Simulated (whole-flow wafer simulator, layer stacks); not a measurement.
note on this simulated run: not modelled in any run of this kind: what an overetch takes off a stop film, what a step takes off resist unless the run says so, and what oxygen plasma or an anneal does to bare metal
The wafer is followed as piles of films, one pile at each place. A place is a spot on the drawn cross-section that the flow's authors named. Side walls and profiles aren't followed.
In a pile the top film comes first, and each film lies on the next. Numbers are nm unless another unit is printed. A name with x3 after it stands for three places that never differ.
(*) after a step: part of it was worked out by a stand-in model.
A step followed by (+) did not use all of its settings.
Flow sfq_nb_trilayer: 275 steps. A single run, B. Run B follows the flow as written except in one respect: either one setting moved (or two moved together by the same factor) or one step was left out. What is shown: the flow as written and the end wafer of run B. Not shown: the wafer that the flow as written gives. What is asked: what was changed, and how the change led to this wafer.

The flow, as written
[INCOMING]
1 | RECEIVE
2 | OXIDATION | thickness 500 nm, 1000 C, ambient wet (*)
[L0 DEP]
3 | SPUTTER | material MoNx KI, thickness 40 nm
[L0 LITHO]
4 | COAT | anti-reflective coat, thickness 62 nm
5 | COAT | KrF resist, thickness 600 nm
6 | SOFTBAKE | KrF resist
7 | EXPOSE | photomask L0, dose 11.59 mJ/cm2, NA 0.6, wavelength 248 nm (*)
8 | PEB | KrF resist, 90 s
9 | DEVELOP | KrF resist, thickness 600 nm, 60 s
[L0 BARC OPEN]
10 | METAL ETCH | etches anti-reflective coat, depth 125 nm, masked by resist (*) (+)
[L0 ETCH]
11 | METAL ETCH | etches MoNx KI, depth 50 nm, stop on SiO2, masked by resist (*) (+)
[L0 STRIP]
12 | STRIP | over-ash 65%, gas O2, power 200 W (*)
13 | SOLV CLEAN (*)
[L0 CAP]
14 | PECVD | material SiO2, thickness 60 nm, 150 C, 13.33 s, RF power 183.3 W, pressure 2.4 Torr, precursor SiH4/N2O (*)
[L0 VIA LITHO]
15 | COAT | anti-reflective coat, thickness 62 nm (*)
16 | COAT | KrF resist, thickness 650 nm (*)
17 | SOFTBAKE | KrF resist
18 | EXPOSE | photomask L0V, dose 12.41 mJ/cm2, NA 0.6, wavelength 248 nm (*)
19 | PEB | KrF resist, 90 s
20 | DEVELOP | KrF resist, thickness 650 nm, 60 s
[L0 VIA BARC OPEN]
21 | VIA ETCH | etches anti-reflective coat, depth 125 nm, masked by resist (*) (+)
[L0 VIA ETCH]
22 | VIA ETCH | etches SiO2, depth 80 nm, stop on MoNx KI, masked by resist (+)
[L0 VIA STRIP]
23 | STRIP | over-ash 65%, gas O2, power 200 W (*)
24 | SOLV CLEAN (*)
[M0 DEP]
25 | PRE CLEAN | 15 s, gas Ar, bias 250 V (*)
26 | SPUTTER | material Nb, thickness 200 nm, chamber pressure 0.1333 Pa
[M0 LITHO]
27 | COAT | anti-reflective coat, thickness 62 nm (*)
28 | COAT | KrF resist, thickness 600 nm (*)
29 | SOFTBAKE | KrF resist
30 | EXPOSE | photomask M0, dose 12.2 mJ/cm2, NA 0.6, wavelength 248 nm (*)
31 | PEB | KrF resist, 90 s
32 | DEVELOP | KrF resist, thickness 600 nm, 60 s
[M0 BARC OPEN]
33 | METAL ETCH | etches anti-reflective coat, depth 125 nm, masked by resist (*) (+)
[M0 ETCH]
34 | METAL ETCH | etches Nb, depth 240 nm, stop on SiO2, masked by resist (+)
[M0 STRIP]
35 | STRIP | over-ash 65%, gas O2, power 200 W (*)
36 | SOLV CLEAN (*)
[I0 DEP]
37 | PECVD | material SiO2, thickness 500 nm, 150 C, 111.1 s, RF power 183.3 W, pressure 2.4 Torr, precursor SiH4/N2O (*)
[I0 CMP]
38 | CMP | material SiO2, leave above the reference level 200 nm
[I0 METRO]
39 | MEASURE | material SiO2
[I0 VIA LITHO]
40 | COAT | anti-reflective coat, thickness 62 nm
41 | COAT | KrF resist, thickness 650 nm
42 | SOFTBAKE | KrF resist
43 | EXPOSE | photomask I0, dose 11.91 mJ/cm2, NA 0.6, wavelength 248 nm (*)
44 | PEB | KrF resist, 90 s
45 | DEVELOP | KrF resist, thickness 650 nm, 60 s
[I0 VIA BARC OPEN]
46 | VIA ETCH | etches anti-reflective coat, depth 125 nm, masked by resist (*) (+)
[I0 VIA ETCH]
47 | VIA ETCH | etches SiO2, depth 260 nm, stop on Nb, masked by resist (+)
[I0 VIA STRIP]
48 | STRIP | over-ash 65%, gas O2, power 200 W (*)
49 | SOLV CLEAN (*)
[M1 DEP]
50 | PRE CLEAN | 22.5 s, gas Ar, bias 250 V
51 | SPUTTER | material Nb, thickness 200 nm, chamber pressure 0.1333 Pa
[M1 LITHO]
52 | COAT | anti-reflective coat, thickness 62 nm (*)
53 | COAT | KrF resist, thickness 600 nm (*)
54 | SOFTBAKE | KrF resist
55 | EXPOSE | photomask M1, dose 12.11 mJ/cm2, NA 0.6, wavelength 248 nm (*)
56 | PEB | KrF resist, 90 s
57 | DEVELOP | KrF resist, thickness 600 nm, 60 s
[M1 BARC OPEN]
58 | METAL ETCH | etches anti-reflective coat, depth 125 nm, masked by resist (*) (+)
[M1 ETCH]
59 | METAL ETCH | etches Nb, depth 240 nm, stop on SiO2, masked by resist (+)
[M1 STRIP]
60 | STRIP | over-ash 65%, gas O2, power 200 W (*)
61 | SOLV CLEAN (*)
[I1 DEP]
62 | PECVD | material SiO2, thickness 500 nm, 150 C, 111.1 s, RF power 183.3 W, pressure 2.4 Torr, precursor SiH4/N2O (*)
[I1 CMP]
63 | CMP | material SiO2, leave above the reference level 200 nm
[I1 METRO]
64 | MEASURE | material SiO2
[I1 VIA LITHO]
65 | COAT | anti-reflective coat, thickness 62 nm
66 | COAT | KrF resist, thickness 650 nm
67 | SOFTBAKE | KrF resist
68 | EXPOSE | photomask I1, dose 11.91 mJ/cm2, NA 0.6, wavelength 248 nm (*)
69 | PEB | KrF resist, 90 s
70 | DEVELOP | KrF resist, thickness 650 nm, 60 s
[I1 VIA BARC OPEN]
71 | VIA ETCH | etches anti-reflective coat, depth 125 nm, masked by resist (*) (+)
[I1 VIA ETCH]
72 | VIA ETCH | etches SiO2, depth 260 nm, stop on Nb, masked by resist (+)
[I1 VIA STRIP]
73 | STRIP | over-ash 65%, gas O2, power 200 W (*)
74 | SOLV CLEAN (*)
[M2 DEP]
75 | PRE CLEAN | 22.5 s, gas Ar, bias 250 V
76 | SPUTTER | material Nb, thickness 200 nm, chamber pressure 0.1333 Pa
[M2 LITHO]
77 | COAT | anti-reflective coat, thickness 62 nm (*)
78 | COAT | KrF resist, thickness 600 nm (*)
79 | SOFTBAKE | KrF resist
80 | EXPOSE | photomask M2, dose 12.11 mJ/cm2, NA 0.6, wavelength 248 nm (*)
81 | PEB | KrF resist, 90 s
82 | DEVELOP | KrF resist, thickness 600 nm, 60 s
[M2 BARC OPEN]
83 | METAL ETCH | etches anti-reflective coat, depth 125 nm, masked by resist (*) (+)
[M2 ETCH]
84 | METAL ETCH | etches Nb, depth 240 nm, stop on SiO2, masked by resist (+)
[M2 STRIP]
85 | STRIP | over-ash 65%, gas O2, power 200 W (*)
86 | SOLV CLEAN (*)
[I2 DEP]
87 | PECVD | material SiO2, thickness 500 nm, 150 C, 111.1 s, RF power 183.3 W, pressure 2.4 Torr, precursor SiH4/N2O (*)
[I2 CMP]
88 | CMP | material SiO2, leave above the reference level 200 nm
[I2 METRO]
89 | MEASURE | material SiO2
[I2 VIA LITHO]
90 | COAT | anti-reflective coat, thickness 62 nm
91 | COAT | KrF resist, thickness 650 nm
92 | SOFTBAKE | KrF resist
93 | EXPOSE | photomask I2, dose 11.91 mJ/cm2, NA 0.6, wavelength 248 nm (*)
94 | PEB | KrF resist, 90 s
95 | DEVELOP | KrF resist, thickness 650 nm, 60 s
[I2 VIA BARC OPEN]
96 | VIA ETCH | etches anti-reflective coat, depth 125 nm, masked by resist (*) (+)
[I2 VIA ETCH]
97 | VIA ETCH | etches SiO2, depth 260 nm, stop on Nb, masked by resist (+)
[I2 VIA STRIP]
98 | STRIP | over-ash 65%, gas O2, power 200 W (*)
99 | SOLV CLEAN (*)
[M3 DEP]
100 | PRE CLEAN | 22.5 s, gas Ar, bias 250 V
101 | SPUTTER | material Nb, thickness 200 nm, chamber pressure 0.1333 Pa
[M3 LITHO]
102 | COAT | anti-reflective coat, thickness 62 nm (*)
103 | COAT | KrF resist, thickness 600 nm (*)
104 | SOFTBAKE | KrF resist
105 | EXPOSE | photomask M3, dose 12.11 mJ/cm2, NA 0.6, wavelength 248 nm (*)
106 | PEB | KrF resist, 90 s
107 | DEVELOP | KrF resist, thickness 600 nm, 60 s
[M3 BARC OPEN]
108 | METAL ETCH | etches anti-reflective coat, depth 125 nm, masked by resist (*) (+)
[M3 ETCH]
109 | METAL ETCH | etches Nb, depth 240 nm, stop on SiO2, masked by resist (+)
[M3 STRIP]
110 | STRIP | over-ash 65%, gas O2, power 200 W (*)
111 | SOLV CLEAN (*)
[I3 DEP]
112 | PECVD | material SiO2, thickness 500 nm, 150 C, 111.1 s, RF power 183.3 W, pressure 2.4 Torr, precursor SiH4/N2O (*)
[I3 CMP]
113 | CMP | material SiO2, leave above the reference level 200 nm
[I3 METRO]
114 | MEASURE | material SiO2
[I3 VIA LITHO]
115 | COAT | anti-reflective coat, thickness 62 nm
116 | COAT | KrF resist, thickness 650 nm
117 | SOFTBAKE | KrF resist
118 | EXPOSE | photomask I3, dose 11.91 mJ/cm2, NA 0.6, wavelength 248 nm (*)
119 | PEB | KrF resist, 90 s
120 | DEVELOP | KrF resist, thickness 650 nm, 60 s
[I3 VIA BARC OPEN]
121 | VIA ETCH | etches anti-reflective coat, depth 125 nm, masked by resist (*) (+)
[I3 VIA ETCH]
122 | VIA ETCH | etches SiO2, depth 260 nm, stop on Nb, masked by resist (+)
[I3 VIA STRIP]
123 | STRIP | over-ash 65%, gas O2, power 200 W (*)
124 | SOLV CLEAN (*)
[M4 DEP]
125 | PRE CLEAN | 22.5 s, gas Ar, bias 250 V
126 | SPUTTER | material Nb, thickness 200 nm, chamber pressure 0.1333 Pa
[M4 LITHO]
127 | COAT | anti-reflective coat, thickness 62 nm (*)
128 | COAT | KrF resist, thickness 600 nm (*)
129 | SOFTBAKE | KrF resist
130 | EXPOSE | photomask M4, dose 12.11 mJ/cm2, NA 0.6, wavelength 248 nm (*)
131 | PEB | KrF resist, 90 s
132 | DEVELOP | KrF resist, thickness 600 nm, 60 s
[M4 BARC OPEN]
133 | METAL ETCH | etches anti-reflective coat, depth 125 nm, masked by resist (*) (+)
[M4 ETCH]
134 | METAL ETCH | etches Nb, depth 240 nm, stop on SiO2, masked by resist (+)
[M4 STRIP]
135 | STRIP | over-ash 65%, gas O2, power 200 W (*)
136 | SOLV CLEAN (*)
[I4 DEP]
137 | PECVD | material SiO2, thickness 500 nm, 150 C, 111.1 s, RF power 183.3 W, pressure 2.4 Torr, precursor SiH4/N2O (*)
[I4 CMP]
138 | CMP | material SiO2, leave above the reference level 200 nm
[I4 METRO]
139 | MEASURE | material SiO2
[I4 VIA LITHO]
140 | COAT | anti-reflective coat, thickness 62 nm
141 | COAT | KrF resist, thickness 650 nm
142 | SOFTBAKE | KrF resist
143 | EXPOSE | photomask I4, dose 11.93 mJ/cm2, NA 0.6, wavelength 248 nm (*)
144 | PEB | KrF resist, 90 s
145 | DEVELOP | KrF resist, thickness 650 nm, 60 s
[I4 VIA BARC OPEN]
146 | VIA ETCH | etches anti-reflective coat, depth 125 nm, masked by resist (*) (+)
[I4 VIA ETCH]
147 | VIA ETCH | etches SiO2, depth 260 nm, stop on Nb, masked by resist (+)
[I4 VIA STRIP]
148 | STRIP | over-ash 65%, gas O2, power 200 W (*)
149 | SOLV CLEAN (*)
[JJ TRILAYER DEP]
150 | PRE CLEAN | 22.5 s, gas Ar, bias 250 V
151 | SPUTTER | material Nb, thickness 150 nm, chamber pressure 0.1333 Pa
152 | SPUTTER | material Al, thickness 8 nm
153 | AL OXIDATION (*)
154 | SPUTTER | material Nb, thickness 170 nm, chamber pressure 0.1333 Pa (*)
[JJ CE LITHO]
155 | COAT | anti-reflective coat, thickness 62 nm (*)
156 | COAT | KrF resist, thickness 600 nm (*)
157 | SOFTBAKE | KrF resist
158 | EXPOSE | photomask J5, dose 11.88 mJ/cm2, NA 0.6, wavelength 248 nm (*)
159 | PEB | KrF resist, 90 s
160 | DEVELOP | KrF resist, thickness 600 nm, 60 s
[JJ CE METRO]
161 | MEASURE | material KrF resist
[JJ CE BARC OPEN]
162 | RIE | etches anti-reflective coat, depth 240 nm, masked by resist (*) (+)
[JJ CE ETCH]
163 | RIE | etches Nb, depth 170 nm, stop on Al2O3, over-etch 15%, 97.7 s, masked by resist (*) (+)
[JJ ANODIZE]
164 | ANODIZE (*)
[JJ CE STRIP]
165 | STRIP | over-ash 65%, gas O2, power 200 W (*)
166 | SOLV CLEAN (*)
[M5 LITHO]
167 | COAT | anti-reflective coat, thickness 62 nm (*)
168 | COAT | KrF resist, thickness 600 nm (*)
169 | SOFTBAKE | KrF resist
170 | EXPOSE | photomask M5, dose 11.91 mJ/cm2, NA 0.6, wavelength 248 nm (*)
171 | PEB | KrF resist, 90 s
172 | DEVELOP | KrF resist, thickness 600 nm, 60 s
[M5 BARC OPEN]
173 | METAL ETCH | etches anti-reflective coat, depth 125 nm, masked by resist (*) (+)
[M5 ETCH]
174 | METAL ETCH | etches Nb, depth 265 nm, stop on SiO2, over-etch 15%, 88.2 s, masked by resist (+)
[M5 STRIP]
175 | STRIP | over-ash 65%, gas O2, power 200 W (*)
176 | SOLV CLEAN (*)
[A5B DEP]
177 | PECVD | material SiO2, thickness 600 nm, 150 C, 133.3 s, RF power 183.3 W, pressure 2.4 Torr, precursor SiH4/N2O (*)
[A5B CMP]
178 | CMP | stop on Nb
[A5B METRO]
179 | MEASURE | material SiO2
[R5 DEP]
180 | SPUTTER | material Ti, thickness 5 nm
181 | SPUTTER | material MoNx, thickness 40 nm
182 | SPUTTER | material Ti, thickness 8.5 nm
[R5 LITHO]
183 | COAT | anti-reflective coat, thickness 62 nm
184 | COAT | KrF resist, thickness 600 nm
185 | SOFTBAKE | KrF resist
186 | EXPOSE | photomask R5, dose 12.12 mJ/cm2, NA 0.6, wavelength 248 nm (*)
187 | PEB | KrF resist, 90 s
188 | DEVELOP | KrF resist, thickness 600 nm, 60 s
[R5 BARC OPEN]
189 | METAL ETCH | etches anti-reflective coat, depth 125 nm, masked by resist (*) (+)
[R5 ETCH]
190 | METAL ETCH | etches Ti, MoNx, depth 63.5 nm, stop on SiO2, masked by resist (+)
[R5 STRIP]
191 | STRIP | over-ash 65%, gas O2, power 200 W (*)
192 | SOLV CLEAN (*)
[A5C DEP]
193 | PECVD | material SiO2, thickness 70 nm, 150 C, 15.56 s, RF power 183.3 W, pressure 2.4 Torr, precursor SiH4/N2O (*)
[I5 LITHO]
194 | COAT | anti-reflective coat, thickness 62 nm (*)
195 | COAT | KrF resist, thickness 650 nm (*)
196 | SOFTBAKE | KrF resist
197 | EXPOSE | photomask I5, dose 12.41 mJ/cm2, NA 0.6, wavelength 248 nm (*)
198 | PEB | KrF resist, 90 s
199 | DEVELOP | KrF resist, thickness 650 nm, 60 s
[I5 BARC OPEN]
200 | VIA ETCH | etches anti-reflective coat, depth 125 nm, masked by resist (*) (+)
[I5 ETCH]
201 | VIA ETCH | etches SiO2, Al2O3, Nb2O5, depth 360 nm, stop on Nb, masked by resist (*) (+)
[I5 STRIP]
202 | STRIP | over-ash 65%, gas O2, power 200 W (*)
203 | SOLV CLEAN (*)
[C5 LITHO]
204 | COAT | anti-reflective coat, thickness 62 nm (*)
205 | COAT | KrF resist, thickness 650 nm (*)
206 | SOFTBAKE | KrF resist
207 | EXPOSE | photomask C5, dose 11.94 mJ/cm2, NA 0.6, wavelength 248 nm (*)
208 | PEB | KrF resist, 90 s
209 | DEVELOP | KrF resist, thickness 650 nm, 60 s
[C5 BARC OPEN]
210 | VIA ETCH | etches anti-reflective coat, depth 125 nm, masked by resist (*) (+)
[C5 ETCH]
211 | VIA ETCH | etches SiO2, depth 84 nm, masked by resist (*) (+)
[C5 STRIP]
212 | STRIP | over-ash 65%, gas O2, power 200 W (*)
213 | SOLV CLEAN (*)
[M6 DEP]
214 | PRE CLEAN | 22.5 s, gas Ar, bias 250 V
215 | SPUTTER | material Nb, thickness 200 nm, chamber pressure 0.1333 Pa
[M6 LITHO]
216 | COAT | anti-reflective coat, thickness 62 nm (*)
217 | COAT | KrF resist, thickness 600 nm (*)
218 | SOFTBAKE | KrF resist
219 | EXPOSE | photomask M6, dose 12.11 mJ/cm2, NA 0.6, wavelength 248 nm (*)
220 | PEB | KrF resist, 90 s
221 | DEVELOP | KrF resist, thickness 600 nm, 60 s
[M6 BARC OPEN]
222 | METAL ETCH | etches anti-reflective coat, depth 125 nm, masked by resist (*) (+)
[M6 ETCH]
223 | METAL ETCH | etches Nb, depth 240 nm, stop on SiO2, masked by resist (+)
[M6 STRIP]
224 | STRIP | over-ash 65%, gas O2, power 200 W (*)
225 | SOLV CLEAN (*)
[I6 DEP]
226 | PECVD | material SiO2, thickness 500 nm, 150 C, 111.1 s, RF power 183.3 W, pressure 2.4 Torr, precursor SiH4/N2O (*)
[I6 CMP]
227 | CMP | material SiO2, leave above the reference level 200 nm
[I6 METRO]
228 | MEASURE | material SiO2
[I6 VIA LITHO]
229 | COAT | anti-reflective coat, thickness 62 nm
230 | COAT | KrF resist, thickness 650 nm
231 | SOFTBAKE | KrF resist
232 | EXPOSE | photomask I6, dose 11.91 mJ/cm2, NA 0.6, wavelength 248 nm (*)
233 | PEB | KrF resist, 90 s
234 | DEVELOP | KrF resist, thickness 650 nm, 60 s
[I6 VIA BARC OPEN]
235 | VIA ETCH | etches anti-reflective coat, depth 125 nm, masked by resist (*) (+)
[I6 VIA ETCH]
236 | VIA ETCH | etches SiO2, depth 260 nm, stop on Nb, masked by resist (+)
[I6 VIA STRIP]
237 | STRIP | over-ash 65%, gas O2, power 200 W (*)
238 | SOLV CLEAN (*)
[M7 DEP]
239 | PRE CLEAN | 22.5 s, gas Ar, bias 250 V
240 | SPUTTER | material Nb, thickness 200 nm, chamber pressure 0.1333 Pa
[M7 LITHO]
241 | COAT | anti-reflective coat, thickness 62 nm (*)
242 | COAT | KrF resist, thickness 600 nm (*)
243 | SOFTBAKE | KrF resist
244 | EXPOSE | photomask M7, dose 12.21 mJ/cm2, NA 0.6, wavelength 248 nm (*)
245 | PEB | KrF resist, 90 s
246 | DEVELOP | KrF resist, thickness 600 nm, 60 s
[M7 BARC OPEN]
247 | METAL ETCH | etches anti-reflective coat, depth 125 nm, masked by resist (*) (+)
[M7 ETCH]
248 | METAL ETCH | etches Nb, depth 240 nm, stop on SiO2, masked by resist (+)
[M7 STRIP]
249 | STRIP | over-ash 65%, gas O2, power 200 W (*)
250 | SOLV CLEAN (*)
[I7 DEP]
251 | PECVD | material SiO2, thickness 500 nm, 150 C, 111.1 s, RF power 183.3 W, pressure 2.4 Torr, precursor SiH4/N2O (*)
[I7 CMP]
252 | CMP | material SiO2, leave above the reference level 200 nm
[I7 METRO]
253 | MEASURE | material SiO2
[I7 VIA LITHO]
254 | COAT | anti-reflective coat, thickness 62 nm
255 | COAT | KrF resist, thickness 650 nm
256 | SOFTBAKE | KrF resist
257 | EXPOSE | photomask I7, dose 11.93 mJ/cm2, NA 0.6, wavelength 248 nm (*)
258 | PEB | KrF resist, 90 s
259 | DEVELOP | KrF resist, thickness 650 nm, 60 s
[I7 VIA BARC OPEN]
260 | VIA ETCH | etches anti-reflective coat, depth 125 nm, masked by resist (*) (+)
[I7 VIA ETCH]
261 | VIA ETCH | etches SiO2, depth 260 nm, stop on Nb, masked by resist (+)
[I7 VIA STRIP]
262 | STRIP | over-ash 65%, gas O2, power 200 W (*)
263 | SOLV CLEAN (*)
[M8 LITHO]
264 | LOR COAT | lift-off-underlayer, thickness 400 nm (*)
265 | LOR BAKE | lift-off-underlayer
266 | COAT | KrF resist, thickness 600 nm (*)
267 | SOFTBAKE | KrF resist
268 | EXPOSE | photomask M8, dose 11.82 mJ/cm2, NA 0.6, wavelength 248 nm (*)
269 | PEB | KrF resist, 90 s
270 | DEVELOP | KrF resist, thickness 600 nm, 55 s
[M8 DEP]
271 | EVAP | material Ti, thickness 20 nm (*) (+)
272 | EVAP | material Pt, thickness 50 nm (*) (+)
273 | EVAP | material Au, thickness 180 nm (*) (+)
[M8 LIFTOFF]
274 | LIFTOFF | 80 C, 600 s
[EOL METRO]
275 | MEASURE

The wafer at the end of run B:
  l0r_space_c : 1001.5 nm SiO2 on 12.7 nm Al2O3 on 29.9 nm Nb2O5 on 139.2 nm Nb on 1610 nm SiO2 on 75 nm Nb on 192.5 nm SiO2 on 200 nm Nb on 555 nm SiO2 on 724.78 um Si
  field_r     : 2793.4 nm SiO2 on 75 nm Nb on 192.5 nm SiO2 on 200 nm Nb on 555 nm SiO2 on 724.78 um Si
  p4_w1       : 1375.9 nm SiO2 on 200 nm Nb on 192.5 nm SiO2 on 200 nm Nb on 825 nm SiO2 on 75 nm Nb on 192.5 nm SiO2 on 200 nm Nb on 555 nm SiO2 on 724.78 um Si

Cause: step 51, SPUTTER: thickness 315 nm was run, while the flow as written has thickness 200 nm.

Step by step, how the change led to this:
  51 | SPUTTER | material Nb, thickness 200 nm, chamber pressure 0.1333 Pa
      field_l, v_sur, via_wl and 102 more: +315 Nb (new film) (as written it would have been: +200 Nb (new film))
      via_w: +276.8 Nb (as written it would have been: +174.5 Nb)
  52 | COAT | anti-reflective coat, thickness 62 nm (*)
      via_wr: +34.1 anti-reflective coat (new film) (as written it would have been: +34.9 anti-reflective coat (new film))
  59 | METAL ETCH | etches Nb, depth 240 nm, stop on SiO2, masked by resist (+)
      field_l, be, be_sur and 79 more: -240 Nb (as written it would have been: -200 Nb (all of it))
  60 | STRIP | over-ash 65%, gas O2, power 200 W (*)
      via_wr: -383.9 KrF resist (all of it), -34.1 anti-reflective coat (all of it) (as written it would have been: -384.4 KrF resist (all of it), -34.9 anti-reflective coat (all of it))
  62 | PECVD | material SiO2, thickness 500 nm, 150 C, 111.1 s, RF power 183.3 W, pressure 2.4 Torr, precursor SiH4/N2O (*)
      field_l, be, be_sur and 72 more: +500 SiO2 (new film) (as written it would have been: +500 SiO2)
      lsp_m, ln_m6, lsp_r, l0_sur, l0v: +493.9 SiO2 (new film) (as written it would have been: +494.9 SiO2)
      (and at 2 other places as well)
  63 | CMP | material SiO2, leave above the reference level 200 nm
      field_l, be, be_sur and 72 more: -60 SiO2 (as written it would have been: -100 SiO2)
      lsp_m, ln_m6, lsp_r, l0_sur, l0v: -53.9 SiO2 (as written it would have been: -94.9 SiO2)
      (and at 1 other place as well)
With metal films that touch counted as one body, l0r_space_c has 3 bodies (between them, from the top down: SiO2 1610; SiO2 192.5); the flow as written gives 2 bodies (between them, from the top down: SiO2 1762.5).
With metal films that touch counted as one body, field_r has 2 bodies (between them, from the top down: SiO2 192.5); the flow as written gives 1 body.
With metal films that touch counted as one body, p4_w1 has 4 bodies (between them, from the top down: SiO2 192.5; SiO2 825; SiO2 192.5); the flow as written gives 3 bodies (between them, from the top down: SiO2 192.5; SiO2 977.5).
